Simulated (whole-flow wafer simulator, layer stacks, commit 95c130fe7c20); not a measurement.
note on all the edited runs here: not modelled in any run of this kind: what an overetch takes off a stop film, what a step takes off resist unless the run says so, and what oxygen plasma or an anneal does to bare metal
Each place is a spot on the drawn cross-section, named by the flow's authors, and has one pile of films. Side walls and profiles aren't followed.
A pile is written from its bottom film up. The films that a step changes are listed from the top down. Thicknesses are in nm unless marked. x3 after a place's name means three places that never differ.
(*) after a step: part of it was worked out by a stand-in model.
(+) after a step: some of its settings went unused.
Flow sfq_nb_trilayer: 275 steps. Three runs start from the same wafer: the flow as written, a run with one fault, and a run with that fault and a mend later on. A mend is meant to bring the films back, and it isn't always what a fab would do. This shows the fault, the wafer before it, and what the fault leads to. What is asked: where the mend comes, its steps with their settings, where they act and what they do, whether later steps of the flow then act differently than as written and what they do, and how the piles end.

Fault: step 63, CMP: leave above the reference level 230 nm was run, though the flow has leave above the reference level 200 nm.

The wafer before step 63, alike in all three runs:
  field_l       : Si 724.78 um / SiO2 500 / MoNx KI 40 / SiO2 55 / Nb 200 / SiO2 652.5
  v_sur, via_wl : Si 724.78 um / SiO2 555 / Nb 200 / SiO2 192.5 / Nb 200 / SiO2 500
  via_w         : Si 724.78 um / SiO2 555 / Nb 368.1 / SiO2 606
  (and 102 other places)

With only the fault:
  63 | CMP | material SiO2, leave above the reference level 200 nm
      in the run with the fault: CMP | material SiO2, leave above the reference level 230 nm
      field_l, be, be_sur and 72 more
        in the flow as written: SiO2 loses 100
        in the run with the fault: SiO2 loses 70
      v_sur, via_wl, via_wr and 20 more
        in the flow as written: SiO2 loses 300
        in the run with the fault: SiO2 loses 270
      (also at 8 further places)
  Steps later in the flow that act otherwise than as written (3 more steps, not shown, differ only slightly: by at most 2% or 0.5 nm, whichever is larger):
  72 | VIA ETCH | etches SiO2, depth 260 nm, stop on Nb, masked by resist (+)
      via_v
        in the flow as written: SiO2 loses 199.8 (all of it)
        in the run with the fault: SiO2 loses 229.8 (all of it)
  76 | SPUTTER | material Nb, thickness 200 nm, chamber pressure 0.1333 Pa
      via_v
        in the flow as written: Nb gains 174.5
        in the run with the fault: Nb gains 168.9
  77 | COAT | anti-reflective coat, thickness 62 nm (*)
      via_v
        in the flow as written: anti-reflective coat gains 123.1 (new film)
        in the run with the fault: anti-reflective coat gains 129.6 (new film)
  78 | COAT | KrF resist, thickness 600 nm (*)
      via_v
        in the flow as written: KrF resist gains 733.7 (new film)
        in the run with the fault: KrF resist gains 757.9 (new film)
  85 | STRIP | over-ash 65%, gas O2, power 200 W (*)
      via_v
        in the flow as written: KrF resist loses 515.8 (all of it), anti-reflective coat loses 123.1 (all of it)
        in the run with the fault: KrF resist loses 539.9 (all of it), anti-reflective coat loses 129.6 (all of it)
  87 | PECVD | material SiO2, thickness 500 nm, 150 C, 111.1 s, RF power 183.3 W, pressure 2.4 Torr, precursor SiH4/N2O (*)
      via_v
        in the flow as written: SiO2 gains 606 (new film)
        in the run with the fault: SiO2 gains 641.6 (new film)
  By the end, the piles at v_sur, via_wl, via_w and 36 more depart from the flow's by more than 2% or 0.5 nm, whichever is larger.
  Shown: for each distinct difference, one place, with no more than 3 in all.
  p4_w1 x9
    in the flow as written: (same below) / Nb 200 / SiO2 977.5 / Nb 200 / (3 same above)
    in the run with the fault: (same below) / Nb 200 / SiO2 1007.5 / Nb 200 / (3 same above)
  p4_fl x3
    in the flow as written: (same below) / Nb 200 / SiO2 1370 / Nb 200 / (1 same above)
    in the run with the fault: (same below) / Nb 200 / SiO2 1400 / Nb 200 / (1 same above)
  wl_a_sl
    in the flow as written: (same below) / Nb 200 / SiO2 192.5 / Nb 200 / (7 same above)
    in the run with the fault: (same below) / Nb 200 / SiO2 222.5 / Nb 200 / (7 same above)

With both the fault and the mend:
  The mend follows step 70.
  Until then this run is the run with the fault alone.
  70a | STRIP | over-ash 65%, gas O2, power 200 W (*)
      field_l, v_sur, via_wl and 102 more
        KrF resist loses 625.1 (all of it), anti-reflective coat loses 62 (all of it)
      via_v
        anti-reflective coat loses 62 (all of it)
  70b | CMP | material SiO2, leave above the reference level 200 nm (the flow's step 63, run once more)
      field_l, v_sur, via_wl and 103 more
        SiO2 loses 30
  70c | COAT | anti-reflective coat, thickness 62 nm (the flow's step 65, run once more)
      field_l, v_sur, via_wl and 103 more
        anti-reflective coat gains 62 (new film)
  70d | COAT | KrF resist, thickness 650 nm (the flow's step 66, run once more)
      field_l, v_sur, via_wl and 103 more
        KrF resist gains 650 (new film)
  70e | SOFTBAKE | KrF resist (the flow's step 67, run once more)
      leaves every film unchanged at each place that is followed
  70f | EXPOSE | photomask I1, dose 11.91 mJ/cm2, NA 0.6, wavelength 248 nm (*) (the flow's step 68, run once more)
      leaves every film unchanged at each place that is followed
  70g | PEB | KrF resist, 90 s (the flow's step 69, run once more)
      field_l, v_sur, via_wl and 103 more
        KrF resist loses 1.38
  70h | DEVELOP | KrF resist, thickness 650 nm, 60 s (the flow's step 70, run once more)
      field_l, v_sur, via_wl and 102 more
        KrF resist loses 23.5
      via_v
        KrF resist loses 648.6 (all of it)
  Later steps of the flow that are run all act as written at every place that is followed.
  At every place that both follow, the piles at the end match the flow's.
